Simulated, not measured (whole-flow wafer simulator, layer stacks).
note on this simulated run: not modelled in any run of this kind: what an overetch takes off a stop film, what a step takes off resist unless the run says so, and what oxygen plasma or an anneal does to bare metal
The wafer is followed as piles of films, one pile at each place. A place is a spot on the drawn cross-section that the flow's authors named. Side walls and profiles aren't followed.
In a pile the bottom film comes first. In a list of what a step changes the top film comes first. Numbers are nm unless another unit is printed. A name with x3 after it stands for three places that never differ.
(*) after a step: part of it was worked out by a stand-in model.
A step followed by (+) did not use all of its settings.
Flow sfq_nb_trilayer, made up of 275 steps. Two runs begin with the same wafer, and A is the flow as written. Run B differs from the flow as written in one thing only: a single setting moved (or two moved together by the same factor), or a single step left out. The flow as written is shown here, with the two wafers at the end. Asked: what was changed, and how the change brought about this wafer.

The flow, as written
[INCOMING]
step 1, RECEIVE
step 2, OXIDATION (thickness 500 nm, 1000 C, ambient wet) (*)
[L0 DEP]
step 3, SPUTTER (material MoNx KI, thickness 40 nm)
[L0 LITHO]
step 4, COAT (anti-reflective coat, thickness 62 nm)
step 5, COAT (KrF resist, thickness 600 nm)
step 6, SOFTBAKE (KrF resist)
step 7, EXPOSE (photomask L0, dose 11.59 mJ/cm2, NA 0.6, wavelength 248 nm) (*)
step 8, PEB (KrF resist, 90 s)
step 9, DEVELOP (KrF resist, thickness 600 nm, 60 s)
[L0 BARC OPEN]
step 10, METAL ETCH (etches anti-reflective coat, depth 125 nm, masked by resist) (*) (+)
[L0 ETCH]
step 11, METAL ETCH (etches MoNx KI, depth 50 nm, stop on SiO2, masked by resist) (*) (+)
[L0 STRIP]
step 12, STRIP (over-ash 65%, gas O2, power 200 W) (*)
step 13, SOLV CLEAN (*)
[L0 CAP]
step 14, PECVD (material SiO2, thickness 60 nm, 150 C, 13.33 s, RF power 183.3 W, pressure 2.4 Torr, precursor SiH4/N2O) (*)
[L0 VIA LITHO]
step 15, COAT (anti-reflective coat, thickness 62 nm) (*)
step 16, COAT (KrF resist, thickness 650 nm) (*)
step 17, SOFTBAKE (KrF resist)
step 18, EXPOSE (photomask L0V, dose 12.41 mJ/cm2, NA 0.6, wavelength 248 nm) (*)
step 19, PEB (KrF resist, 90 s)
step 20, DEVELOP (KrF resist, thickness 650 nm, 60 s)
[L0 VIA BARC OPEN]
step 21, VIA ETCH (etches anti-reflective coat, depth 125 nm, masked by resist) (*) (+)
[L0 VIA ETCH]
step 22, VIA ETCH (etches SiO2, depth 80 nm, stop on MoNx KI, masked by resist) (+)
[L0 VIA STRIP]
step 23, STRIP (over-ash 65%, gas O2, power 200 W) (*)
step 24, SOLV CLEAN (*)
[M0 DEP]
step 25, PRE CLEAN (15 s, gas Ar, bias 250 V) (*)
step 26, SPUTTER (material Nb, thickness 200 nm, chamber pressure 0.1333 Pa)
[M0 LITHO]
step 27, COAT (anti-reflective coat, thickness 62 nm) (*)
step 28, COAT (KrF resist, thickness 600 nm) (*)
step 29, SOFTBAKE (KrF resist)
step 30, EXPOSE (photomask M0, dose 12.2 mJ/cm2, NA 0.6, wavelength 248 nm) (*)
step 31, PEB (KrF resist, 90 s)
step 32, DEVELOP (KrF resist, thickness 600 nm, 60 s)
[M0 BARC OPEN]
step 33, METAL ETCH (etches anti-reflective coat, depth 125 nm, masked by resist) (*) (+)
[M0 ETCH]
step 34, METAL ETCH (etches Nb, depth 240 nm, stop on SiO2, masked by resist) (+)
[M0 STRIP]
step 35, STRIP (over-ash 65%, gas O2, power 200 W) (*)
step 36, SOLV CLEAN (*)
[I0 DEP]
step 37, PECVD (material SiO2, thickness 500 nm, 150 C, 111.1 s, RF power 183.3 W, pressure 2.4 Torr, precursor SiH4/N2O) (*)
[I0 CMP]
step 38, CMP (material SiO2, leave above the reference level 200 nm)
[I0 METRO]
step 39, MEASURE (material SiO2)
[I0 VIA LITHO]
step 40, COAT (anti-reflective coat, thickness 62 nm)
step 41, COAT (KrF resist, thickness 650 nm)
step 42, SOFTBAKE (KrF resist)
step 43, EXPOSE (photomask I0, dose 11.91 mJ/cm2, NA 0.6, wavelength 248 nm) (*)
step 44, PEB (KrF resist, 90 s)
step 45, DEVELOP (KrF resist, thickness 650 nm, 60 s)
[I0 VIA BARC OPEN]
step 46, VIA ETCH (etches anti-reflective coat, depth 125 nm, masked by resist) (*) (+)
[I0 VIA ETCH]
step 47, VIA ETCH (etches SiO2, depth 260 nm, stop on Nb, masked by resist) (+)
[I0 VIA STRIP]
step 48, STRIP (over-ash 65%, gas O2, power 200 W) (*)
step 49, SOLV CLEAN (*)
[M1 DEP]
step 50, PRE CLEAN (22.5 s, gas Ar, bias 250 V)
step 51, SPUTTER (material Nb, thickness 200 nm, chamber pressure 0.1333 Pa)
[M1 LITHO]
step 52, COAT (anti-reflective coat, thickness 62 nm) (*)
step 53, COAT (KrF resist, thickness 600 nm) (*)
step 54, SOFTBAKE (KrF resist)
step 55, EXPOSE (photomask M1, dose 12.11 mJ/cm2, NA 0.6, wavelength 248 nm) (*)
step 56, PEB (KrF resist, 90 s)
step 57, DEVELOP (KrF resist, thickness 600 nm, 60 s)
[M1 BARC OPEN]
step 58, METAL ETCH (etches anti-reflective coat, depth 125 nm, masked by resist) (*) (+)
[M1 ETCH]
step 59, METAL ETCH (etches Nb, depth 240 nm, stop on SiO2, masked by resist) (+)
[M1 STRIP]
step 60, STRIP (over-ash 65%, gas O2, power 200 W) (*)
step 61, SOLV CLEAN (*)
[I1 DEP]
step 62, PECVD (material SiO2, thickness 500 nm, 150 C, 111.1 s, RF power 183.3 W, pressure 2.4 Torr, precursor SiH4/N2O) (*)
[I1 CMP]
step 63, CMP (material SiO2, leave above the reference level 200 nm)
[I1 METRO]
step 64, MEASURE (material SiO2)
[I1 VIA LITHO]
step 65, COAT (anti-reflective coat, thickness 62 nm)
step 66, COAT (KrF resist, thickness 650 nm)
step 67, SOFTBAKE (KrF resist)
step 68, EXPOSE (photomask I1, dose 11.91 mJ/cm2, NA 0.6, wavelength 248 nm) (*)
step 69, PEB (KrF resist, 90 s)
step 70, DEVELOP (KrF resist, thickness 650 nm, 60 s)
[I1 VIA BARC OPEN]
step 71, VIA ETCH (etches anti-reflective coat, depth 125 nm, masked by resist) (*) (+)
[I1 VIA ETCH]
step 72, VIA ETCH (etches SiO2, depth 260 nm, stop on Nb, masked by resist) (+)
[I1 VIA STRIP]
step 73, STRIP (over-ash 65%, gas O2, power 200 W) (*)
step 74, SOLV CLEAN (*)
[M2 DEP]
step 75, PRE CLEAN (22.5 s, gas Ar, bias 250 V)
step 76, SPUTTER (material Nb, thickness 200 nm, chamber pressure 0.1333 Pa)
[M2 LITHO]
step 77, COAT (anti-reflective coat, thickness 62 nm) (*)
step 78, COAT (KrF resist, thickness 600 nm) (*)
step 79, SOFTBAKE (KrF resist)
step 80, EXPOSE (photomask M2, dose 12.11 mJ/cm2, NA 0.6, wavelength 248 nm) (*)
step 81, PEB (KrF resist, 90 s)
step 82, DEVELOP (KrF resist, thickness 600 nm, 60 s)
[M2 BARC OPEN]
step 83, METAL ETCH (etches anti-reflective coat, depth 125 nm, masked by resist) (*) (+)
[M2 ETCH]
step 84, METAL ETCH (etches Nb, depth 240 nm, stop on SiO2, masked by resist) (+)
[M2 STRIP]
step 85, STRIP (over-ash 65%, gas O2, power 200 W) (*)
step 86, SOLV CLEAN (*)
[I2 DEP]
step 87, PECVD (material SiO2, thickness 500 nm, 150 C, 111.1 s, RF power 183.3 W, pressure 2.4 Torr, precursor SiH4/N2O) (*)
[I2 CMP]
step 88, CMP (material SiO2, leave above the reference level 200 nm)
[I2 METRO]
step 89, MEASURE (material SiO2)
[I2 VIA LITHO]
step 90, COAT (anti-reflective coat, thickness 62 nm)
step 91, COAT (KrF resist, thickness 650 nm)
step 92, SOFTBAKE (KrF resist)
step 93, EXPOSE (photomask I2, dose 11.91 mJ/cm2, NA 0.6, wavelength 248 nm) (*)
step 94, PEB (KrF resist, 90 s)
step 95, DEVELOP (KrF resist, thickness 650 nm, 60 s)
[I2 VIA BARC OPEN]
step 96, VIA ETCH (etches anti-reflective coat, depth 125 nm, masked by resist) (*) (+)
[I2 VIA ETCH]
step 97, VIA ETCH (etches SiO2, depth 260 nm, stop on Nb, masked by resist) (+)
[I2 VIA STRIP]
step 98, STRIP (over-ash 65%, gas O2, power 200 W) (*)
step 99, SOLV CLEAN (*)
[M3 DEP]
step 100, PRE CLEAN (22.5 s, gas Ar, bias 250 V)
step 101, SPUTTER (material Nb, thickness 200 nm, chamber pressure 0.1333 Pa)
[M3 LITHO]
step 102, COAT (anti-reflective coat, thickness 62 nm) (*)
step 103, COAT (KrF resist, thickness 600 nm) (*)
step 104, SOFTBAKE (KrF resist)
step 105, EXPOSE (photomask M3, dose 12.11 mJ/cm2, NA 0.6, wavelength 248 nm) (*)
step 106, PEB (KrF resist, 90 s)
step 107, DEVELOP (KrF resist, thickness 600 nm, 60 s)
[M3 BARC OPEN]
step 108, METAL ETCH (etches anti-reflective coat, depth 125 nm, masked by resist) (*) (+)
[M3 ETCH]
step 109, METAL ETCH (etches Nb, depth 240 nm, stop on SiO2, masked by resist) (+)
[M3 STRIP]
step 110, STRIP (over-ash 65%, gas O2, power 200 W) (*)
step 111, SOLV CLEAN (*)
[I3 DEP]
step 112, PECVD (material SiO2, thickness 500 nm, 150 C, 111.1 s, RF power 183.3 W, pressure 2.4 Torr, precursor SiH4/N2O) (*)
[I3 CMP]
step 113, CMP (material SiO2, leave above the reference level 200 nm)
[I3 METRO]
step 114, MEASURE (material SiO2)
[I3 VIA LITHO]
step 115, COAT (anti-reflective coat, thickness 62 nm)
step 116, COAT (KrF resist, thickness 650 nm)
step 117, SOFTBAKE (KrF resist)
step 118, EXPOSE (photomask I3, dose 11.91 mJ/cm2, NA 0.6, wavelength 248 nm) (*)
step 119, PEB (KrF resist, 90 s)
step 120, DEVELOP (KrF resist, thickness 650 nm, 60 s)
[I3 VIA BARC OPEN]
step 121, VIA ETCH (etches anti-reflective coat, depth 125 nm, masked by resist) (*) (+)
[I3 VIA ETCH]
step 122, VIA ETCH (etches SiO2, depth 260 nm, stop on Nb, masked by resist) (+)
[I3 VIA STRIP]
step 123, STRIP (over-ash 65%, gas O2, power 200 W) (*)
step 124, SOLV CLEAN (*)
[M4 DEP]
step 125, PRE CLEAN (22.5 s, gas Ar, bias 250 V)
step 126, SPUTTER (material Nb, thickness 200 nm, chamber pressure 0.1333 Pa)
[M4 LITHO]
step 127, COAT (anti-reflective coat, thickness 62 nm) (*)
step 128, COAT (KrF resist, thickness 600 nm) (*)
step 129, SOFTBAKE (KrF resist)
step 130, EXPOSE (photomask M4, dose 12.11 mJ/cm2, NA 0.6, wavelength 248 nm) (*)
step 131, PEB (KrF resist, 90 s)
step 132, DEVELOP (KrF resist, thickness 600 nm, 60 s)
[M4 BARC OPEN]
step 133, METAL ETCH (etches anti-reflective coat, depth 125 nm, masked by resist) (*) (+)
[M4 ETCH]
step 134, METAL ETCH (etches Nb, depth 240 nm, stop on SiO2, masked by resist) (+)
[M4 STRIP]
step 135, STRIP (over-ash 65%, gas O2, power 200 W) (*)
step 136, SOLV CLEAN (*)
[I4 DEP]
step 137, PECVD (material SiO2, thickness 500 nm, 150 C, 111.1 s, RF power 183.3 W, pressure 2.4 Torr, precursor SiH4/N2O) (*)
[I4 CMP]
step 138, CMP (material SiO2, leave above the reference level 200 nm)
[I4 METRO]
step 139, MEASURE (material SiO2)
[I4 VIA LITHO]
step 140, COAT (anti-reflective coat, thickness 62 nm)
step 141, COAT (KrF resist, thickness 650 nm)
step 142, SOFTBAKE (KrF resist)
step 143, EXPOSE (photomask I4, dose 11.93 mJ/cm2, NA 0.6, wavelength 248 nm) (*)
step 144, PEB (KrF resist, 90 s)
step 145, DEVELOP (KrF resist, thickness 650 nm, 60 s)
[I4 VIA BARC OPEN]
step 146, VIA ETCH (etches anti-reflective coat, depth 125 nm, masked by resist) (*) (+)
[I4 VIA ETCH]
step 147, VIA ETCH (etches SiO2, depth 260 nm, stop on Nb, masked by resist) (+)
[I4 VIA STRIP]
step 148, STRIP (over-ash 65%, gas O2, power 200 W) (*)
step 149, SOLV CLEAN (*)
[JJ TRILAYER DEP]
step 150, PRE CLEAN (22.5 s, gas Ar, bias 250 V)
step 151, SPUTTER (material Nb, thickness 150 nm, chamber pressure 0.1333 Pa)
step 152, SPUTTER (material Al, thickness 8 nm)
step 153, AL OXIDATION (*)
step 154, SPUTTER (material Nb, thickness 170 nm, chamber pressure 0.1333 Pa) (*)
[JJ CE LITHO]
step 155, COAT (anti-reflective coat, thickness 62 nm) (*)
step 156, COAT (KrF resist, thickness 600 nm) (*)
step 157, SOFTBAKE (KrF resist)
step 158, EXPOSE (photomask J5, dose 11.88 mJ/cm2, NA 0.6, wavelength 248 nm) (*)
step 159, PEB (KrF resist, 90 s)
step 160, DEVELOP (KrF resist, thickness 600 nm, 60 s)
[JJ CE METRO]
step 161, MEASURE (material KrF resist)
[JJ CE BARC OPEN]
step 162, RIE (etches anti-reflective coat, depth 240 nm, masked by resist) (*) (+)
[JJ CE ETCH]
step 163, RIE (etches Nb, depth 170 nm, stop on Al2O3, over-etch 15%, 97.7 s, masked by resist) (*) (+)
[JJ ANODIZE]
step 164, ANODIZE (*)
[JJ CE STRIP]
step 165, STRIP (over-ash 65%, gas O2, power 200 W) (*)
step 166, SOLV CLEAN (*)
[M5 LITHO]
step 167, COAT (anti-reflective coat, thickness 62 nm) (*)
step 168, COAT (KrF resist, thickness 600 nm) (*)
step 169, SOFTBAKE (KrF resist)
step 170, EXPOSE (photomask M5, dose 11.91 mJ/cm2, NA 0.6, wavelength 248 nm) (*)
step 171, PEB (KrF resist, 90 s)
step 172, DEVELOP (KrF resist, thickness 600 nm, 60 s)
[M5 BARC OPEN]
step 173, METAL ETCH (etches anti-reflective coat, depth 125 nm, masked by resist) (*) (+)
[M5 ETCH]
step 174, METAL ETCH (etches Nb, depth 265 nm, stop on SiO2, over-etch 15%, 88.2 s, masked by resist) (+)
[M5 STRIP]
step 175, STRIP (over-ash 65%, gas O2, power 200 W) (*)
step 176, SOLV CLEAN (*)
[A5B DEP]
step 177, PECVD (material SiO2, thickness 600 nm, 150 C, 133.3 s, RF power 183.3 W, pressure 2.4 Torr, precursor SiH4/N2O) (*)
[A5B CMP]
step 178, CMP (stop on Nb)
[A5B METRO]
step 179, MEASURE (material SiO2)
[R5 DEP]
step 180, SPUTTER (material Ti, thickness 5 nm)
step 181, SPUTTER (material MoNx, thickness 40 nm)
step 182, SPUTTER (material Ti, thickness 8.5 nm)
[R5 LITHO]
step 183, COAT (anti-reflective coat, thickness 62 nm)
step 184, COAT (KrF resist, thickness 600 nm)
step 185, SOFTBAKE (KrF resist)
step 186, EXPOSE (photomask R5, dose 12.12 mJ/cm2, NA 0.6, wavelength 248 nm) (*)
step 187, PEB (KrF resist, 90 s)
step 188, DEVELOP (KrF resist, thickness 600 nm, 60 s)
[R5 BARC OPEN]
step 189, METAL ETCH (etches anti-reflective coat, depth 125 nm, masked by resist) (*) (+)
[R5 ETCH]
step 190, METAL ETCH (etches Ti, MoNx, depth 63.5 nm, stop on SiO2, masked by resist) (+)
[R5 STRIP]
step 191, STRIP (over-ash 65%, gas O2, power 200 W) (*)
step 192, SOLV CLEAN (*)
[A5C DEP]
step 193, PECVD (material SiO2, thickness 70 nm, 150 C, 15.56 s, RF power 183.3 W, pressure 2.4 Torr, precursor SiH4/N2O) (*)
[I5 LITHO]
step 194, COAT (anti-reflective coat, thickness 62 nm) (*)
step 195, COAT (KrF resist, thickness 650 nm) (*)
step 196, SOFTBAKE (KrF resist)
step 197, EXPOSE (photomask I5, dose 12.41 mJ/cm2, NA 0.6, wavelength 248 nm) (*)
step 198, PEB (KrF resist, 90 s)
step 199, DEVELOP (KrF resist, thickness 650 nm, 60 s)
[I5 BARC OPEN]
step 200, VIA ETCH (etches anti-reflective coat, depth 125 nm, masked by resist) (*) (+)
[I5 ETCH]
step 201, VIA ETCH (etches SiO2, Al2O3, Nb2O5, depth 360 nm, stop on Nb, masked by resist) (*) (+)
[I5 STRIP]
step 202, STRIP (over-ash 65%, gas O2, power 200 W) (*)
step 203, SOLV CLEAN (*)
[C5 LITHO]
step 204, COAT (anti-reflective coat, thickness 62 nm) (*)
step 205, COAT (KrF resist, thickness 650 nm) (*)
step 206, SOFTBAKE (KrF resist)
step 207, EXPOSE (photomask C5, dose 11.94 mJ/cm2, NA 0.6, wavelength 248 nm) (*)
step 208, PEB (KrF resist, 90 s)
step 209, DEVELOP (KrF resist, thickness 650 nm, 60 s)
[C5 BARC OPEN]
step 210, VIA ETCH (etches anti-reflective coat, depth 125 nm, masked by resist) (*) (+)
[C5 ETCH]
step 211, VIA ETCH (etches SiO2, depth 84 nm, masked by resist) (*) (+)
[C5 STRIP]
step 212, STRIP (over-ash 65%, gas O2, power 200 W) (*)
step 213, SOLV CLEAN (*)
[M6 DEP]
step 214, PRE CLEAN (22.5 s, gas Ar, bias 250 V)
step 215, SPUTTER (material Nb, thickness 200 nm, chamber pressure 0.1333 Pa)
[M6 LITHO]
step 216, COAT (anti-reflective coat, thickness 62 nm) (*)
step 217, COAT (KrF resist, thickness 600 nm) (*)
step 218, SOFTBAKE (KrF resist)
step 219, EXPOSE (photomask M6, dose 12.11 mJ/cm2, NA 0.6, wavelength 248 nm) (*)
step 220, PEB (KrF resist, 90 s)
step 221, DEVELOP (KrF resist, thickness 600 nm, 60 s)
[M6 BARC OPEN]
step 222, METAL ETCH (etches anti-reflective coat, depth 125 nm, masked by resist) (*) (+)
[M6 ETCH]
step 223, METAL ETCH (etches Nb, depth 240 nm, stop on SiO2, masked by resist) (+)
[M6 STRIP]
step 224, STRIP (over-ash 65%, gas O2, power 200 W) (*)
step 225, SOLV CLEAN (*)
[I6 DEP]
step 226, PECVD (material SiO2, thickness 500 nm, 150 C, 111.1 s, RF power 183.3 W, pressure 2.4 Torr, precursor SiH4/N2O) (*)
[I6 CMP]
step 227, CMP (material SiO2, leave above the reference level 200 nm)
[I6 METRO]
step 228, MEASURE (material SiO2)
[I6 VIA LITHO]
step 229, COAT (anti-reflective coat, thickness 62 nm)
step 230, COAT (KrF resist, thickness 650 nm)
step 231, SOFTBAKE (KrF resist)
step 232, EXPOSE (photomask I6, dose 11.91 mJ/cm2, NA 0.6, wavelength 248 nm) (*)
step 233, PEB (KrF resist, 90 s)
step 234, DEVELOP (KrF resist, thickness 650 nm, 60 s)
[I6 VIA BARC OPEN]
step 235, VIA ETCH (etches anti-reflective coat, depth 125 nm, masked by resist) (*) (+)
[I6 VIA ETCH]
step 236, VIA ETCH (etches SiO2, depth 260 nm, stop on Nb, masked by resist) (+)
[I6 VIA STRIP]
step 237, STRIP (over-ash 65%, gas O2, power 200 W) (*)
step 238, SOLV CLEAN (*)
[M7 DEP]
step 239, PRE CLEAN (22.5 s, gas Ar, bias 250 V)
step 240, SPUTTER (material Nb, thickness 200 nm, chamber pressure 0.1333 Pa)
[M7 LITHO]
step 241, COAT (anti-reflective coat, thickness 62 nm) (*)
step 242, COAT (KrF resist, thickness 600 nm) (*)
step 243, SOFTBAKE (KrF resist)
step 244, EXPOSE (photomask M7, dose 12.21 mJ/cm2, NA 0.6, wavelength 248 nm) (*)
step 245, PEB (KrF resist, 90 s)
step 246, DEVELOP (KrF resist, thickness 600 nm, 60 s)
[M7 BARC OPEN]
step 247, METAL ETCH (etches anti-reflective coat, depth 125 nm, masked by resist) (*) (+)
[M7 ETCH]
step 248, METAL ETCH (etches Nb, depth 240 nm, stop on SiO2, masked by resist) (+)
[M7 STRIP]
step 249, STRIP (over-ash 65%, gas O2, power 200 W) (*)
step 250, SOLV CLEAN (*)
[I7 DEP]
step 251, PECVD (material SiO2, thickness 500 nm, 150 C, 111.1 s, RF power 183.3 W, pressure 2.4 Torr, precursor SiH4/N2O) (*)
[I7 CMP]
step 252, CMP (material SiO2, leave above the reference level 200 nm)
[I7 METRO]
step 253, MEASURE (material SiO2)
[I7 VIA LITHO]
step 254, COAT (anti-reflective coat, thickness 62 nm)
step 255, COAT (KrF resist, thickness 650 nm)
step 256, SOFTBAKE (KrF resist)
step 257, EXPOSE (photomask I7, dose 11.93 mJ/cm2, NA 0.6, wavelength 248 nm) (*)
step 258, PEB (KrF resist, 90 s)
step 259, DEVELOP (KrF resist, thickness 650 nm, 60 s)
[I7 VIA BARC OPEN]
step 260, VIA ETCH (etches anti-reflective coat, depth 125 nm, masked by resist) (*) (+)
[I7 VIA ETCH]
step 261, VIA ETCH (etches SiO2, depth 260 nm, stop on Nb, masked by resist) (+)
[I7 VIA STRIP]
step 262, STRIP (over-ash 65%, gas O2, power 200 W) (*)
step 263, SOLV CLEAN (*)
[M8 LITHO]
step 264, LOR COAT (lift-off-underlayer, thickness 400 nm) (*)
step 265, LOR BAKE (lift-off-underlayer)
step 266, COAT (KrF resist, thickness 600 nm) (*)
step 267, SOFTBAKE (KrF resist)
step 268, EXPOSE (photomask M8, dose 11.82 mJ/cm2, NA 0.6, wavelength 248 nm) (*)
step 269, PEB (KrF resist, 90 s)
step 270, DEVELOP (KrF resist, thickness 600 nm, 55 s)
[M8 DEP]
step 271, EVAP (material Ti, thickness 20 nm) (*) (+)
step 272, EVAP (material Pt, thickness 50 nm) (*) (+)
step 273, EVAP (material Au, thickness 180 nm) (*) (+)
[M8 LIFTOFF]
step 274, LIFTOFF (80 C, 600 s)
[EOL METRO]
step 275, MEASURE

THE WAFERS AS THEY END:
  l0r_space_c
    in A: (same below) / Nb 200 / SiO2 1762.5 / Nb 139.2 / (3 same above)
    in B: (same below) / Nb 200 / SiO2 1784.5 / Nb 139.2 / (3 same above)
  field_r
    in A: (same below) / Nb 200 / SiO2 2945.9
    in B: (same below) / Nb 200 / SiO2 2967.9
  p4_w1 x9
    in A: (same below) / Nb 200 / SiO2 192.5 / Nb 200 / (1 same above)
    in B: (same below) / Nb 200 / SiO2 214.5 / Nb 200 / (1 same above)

Cause: step 113, CMP: leave above the reference level 222 nm was run, while the flow as written has leave above the reference level 200 nm.

How this came from the change, step by step:
  step 113, CMP (material SiO2, leave above the reference level 200 nm)
      field_l, be, be_sur and 64 more: A -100 SiO2 | B -78 SiO2
      v_sur, via_wl, via_wr and 27 more: A -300 SiO2 | B -278 SiO2
      (and at 9 other places as well)
  step 122, VIA ETCH (etches SiO2, depth 260 nm, stop on Nb, masked by resist) (+)
      via_v: A -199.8 SiO2 (all of it) | B -221.8 SiO2 (all of it)
  step 126, SPUTTER (material Nb, thickness 200 nm, chamber pressure 0.1333 Pa)
      via_v: A +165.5 Nb | B +160.8 Nb
  step 127, COAT (anti-reflective coat, thickness 62 nm) (*)
      via_v: A +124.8 anti-reflective coat (new film) | B +129.6 anti-reflective coat (new film)
  step 128, COAT (KrF resist, thickness 600 nm) (*)
      via_v: A +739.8 KrF resist (new film) | B +758 KrF resist (new film)
  step 135, STRIP (over-ash 65%, gas O2, power 200 W) (*)
      via_v: A -521.8 KrF resist (all of it), -124.8 anti-reflective coat (all of it) | B -540 KrF resist (all of it), -129.6 anti-reflective coat (all of it)
  step 137, PECVD (material SiO2, thickness 500 nm, 150 C, 111.1 s, RF power 183.3 W, pressure 2.4 Torr, precursor SiH4/N2O) (*)
      via_v: A +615 SiO2 (new film) | B +641.8 SiO2 (new film)
